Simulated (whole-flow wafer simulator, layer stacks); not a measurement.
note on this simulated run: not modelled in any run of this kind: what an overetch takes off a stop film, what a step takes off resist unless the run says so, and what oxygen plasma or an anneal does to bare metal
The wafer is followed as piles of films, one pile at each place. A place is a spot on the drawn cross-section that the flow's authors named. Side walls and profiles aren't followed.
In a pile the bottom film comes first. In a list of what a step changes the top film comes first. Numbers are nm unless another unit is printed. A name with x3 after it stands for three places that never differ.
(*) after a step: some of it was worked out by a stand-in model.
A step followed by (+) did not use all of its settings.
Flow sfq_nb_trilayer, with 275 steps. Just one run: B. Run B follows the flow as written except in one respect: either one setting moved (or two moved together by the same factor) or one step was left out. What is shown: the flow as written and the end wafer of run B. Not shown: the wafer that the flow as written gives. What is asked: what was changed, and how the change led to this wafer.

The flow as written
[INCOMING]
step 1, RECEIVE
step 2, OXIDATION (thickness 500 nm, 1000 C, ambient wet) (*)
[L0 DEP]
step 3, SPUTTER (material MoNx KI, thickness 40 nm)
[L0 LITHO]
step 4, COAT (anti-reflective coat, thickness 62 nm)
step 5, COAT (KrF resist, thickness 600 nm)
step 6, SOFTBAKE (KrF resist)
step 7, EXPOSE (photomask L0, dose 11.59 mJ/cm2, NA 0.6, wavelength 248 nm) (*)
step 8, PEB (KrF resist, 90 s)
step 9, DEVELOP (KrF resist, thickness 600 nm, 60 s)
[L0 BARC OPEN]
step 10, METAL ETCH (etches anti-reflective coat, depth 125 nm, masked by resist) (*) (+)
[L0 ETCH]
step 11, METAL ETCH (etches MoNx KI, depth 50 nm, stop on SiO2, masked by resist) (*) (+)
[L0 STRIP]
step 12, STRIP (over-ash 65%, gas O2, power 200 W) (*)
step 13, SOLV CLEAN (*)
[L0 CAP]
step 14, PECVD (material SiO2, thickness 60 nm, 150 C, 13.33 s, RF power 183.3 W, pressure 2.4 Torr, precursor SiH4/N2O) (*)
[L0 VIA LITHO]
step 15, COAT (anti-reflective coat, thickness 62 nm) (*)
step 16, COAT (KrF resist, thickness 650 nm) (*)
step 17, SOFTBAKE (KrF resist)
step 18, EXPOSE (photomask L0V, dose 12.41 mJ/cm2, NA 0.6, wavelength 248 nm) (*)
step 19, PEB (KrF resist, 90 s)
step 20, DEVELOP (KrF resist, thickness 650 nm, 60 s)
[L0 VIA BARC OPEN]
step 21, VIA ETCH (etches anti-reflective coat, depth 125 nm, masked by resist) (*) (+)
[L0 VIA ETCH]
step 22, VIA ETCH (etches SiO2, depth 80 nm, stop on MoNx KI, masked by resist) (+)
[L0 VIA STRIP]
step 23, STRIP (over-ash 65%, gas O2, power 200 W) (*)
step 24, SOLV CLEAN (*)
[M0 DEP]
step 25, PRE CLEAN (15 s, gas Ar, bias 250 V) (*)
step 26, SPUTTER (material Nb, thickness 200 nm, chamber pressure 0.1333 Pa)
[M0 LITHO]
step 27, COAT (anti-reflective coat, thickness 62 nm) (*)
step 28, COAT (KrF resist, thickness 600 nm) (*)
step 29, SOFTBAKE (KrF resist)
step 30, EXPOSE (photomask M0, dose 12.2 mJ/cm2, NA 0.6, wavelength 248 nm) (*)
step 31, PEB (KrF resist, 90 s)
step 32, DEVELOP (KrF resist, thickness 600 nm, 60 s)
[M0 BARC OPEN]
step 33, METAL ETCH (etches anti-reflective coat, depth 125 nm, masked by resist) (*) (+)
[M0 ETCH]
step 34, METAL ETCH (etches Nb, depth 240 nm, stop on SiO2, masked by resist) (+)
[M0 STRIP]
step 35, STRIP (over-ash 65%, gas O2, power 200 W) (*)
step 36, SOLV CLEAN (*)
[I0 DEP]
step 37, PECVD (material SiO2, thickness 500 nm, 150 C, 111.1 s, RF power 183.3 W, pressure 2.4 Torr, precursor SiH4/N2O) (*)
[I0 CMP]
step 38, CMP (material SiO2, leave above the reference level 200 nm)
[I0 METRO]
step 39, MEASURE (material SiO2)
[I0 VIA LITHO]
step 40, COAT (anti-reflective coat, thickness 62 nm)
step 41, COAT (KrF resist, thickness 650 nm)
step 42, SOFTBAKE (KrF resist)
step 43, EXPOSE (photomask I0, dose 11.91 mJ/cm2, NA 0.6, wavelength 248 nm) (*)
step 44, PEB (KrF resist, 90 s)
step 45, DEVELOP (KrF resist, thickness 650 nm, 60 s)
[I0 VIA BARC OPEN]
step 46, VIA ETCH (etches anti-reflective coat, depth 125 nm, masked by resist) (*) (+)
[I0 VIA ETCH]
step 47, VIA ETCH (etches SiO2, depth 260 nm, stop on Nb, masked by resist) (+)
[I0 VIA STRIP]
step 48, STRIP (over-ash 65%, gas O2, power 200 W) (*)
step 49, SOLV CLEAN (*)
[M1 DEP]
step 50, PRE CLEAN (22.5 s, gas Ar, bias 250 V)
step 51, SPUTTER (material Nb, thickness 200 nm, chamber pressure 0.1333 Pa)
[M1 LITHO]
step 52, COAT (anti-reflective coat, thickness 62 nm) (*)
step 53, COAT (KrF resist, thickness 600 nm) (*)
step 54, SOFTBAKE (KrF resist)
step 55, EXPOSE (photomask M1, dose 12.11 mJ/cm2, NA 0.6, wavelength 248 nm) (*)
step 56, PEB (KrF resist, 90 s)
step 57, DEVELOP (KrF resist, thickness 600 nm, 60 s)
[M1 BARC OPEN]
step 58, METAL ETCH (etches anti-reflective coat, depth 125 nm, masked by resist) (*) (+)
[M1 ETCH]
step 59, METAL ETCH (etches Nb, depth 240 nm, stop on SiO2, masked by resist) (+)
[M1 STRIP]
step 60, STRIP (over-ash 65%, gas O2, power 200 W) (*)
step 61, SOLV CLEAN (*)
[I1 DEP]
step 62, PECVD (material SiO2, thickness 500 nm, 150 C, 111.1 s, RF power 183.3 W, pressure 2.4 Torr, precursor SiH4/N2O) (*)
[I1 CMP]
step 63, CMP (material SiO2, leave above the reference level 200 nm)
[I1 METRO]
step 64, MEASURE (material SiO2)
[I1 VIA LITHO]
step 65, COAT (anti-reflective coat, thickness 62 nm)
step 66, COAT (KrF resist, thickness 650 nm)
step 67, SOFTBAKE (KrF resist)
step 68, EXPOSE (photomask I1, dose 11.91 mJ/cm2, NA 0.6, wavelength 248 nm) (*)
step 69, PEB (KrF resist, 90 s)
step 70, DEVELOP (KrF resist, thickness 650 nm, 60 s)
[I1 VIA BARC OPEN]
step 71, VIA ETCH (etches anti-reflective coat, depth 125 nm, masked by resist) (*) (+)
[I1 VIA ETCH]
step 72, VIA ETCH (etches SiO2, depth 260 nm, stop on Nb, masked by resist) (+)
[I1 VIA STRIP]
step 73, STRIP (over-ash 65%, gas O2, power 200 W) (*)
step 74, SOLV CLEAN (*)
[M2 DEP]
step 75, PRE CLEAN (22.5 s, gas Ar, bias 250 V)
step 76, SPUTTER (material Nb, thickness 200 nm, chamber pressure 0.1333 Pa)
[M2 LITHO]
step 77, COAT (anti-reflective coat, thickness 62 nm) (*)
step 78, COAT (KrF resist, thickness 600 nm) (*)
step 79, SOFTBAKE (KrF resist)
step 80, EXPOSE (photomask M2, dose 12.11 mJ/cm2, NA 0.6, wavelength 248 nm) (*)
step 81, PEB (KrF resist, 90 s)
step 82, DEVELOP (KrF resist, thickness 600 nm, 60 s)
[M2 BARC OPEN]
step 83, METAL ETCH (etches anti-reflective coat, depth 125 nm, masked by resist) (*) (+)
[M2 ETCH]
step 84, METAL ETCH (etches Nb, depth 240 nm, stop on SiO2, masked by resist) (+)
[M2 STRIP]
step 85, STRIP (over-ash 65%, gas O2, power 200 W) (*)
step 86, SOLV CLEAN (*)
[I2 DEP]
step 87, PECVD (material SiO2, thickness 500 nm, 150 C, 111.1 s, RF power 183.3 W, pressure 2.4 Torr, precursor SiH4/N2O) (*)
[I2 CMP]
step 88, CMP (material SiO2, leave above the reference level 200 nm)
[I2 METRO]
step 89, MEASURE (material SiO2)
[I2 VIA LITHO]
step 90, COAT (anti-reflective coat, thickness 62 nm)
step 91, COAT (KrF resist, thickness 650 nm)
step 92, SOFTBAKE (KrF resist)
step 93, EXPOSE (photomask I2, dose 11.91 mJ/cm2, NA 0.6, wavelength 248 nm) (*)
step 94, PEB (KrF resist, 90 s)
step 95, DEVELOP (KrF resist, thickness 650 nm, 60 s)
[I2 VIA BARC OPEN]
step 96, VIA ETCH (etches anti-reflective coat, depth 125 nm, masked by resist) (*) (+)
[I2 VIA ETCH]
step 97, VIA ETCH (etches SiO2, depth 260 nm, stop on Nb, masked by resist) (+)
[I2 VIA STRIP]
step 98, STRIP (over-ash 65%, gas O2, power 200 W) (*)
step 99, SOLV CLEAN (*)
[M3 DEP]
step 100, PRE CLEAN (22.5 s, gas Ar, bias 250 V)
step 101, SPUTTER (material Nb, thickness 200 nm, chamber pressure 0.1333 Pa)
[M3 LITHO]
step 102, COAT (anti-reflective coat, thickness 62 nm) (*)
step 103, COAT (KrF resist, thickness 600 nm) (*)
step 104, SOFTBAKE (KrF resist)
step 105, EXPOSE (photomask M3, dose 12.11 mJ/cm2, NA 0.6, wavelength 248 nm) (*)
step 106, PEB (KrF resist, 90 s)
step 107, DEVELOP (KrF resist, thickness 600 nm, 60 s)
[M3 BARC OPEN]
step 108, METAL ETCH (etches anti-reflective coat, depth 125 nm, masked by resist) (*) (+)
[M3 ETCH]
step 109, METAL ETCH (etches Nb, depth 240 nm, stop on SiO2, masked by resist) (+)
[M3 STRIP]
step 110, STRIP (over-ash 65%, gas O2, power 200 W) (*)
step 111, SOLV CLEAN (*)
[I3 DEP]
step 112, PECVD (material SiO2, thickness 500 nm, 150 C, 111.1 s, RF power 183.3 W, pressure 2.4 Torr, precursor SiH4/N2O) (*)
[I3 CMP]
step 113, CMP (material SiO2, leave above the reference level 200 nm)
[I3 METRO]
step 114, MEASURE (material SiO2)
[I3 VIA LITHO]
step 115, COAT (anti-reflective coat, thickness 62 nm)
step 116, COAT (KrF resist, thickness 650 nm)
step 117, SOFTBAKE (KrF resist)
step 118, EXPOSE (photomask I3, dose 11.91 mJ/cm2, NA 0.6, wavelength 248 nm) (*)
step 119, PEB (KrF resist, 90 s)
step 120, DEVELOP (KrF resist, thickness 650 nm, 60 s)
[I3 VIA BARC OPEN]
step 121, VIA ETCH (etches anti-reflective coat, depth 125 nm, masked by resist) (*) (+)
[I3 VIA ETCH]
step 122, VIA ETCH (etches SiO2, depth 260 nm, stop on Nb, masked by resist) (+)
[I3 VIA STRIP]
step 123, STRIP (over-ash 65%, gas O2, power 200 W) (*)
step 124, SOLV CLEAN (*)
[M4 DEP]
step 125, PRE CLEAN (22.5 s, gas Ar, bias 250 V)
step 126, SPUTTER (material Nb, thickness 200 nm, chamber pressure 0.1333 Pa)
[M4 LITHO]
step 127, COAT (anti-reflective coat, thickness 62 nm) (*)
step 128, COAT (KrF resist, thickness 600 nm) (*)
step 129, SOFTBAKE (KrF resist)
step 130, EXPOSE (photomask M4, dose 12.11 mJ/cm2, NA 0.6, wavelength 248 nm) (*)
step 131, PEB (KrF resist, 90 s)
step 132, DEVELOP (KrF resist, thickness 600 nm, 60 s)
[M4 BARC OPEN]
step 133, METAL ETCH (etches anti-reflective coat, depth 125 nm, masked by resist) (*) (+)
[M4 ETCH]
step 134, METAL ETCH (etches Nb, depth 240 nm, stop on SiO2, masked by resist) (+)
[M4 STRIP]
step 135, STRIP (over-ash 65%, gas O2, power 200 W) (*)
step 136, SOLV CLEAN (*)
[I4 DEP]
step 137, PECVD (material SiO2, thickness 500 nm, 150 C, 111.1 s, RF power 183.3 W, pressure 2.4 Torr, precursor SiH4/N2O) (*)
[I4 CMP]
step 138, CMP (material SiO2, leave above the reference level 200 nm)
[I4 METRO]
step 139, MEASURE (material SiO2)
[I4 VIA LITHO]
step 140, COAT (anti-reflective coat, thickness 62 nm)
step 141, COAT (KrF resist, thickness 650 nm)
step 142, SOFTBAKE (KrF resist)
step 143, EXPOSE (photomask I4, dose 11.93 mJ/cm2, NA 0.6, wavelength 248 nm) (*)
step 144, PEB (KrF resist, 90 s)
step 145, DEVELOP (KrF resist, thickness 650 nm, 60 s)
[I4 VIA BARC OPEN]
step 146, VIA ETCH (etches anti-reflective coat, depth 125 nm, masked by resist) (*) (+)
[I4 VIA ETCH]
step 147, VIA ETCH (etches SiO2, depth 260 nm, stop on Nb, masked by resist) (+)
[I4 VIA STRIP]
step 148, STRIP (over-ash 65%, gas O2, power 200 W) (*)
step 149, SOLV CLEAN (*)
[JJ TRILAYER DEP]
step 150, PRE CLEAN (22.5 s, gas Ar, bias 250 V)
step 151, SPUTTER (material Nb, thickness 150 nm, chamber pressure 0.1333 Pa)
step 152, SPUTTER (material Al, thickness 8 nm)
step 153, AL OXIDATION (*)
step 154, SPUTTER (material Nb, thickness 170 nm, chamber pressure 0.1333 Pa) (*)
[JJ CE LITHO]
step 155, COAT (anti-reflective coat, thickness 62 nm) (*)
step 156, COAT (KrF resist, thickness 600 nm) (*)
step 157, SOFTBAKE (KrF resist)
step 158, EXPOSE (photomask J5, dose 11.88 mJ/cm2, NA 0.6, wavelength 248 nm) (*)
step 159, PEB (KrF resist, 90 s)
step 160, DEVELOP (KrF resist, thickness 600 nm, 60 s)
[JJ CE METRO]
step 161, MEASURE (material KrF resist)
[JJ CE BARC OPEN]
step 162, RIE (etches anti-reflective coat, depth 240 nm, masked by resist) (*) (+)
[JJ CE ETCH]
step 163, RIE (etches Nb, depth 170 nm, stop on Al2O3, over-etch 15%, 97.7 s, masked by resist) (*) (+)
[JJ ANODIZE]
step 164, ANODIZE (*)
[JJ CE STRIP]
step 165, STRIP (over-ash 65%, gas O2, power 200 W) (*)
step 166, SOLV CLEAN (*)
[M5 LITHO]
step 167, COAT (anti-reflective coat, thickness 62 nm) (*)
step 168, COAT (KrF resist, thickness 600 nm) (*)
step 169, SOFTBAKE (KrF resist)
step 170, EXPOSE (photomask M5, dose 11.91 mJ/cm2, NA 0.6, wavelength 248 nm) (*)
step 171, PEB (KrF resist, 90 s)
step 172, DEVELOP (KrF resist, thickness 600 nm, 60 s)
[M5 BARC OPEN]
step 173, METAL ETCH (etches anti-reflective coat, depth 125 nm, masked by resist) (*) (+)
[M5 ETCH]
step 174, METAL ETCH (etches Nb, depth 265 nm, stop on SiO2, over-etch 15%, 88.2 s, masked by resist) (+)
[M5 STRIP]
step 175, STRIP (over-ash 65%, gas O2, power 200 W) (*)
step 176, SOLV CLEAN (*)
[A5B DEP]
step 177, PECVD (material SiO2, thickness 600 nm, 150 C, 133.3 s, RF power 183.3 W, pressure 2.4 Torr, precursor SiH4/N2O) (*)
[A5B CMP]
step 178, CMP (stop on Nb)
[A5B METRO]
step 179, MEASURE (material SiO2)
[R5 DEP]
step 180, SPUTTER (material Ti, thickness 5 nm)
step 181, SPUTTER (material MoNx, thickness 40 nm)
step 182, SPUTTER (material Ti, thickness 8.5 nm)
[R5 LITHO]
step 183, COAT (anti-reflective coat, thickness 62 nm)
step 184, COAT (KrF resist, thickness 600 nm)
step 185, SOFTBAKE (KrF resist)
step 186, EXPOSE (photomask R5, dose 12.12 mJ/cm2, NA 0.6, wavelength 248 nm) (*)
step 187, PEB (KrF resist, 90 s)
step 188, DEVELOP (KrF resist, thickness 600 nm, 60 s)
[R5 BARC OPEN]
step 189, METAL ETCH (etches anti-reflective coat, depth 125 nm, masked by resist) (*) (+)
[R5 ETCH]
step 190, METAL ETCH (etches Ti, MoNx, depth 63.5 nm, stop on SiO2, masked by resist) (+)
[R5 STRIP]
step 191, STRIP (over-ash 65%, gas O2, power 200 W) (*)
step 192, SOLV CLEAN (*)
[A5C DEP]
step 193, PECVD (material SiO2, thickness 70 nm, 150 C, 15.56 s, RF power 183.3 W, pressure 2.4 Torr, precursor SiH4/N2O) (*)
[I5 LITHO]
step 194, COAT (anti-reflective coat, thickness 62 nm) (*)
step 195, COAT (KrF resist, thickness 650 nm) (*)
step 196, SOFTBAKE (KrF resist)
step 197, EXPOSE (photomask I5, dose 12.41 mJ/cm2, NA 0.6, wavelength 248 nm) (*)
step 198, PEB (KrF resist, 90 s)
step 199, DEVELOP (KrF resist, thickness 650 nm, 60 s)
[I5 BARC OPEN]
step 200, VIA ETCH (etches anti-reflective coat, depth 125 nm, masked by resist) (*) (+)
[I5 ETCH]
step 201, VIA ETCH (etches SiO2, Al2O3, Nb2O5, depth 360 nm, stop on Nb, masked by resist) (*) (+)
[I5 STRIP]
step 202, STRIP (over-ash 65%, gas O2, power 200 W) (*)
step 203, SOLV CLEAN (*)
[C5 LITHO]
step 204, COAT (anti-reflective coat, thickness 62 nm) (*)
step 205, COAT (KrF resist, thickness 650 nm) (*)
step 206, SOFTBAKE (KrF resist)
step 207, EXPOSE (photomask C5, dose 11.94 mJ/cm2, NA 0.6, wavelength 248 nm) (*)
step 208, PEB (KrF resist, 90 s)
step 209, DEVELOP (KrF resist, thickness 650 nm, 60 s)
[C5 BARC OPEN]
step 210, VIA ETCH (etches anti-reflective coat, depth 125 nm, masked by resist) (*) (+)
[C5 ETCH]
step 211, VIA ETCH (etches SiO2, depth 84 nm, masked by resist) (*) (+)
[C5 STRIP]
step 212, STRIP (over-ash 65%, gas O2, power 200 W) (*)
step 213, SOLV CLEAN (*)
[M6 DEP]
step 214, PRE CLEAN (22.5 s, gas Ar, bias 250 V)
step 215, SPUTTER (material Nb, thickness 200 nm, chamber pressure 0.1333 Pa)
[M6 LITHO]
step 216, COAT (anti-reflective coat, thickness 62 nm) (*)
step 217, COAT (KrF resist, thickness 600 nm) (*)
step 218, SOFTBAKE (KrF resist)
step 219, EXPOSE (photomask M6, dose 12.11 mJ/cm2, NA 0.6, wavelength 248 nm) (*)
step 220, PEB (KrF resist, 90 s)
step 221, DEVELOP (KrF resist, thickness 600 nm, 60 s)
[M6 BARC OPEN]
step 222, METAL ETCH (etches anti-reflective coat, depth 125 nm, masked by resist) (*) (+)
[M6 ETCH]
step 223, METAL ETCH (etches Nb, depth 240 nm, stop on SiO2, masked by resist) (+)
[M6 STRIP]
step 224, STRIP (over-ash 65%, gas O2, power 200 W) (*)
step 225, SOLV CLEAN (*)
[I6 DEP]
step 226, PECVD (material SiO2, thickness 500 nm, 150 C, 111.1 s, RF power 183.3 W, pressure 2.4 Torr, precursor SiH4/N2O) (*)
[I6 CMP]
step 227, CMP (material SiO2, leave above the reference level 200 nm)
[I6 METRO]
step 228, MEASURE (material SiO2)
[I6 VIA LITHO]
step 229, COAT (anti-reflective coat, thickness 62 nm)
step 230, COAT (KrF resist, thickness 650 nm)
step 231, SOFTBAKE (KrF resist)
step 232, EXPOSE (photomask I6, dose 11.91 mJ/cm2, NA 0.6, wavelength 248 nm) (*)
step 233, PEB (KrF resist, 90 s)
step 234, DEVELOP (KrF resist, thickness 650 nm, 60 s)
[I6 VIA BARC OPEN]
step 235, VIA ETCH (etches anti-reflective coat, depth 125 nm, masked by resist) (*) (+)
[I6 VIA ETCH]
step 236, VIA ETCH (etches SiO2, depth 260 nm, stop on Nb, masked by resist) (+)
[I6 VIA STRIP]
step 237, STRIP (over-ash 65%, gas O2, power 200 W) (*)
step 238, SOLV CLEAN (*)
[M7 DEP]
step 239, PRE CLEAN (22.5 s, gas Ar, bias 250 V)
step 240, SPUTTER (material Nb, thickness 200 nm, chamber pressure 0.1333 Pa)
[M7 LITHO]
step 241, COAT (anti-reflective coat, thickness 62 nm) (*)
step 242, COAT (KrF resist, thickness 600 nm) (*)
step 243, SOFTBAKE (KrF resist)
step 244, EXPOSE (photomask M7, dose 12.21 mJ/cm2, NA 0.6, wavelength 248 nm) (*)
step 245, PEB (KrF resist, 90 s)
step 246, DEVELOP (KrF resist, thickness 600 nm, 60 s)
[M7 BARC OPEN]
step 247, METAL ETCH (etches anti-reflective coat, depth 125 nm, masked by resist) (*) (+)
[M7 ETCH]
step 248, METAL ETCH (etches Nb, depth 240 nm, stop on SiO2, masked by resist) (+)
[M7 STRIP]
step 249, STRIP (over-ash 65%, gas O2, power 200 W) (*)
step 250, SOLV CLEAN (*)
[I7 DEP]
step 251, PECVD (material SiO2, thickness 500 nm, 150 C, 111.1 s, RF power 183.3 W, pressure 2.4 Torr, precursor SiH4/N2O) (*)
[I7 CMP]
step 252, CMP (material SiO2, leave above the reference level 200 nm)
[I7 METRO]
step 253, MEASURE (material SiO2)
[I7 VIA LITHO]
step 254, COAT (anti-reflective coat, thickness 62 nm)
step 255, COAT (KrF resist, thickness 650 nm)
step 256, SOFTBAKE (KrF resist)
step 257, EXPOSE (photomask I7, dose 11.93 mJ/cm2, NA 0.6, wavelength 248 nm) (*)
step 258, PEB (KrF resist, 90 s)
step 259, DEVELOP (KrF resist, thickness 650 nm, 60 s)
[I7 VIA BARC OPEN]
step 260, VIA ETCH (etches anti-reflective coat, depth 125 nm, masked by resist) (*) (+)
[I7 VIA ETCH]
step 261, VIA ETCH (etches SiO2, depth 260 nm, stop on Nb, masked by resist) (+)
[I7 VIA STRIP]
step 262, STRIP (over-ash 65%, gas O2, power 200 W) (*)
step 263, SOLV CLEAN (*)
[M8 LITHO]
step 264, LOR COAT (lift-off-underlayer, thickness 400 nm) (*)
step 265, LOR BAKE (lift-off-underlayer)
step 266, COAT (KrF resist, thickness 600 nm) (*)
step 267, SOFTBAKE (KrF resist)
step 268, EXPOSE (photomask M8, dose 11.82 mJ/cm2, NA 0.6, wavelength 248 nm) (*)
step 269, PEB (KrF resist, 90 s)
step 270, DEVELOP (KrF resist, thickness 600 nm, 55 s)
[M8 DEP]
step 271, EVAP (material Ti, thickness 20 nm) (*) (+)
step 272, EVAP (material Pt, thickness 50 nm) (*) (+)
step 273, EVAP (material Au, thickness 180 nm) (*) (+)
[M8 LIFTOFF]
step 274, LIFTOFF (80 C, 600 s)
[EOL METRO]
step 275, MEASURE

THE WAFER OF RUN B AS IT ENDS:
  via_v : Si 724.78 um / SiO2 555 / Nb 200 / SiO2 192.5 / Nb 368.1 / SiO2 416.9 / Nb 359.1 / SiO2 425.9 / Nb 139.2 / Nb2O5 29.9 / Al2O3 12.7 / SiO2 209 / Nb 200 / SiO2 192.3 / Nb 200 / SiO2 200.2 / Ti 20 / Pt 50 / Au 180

The reason: step 236, VIA ETCH: etches SiO2, depth 260 nm, stop on Nb, masked by resist (+), was not run.

Step by step, how the change led to this:
  step 237, STRIP (over-ash 65%, gas O2, power 200 W) (*)
      field_l, v_sur, via_wl and 102 more: -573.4 KrF resist (all of it), -62 anti-reflective coat (all of it) (in the flow as written it would be: -528.6 KrF resist (all of it), -62 anti-reflective coat (all of it))
  step 239, PRE CLEAN (22.5 s, gas Ar, bias 250 V)
      via_v: -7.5 SiO2 (in the flow as written it would be: -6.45 Nb)
  step 240, SPUTTER (material Nb, thickness 200 nm, chamber pressure 0.1333 Pa)
      via_v: +200 Nb (new film) (in the flow as written it would be: +161.1 Nb)
  step 241, COAT (anti-reflective coat, thickness 62 nm) (*)
      via_sp: +62 anti-reflective coat (new film) (in the flow as written it would be: +53.1 anti-reflective coat (new film))
      via_v: +62.1 anti-reflective coat (new film) (in the flow as written it would be: +126 anti-reflective coat (new film))
      (also at 1 further place)
  step 242, COAT (KrF resist, thickness 600 nm) (*)
      via_v: +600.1 KrF resist (new film) (in the flow as written it would be: +742.5 KrF resist (new film))
  step 249, STRIP (over-ash 65%, gas O2, power 200 W) (*)
      via_wr: -382.4 KrF resist (all of it), -62 anti-reflective coat (all of it) (in the flow as written it would be: -374.2 KrF resist (all of it), -60.8 anti-reflective coat (all of it))
      via_sp: -382.4 KrF resist (all of it), -62 anti-reflective coat (all of it) (in the flow as written it would be: -373.6 KrF resist (all of it), -53.1 anti-reflective coat (all of it))
      (also at 2 further places)
  step 251, PECVD (material SiO2, thickness 500 nm, 150 C, 111.1 s, RF power 183.3 W, pressure 2.4 Torr, precursor SiH4/N2O) (*)
      via_v: +500 SiO2 (new film) (in the flow as written it would be: +621 SiO2 (new film))
  step 252, CMP (material SiO2, leave above the reference level 200 nm)
      via_v: -299.8 SiO2 (in the flow as written it would be: -183.1 SiO2)
With metal films that touch counted as one body, via_v has 7 bodies (between them, from the top down: SiO2 200.2; SiO2 192.3; SiO2 209 / Al2O3 12.7 / Nb2O5 29.9; SiO2 425.9; SiO2 416.9; SiO2 192.5); the flow as written gives 6 bodies (between them, from the top down: SiO2 437.8; SiO2 209 / Al2O3 12.7 / Nb2O5 29.9; SiO2 425.9; SiO2 416.9; SiO2 192.5).
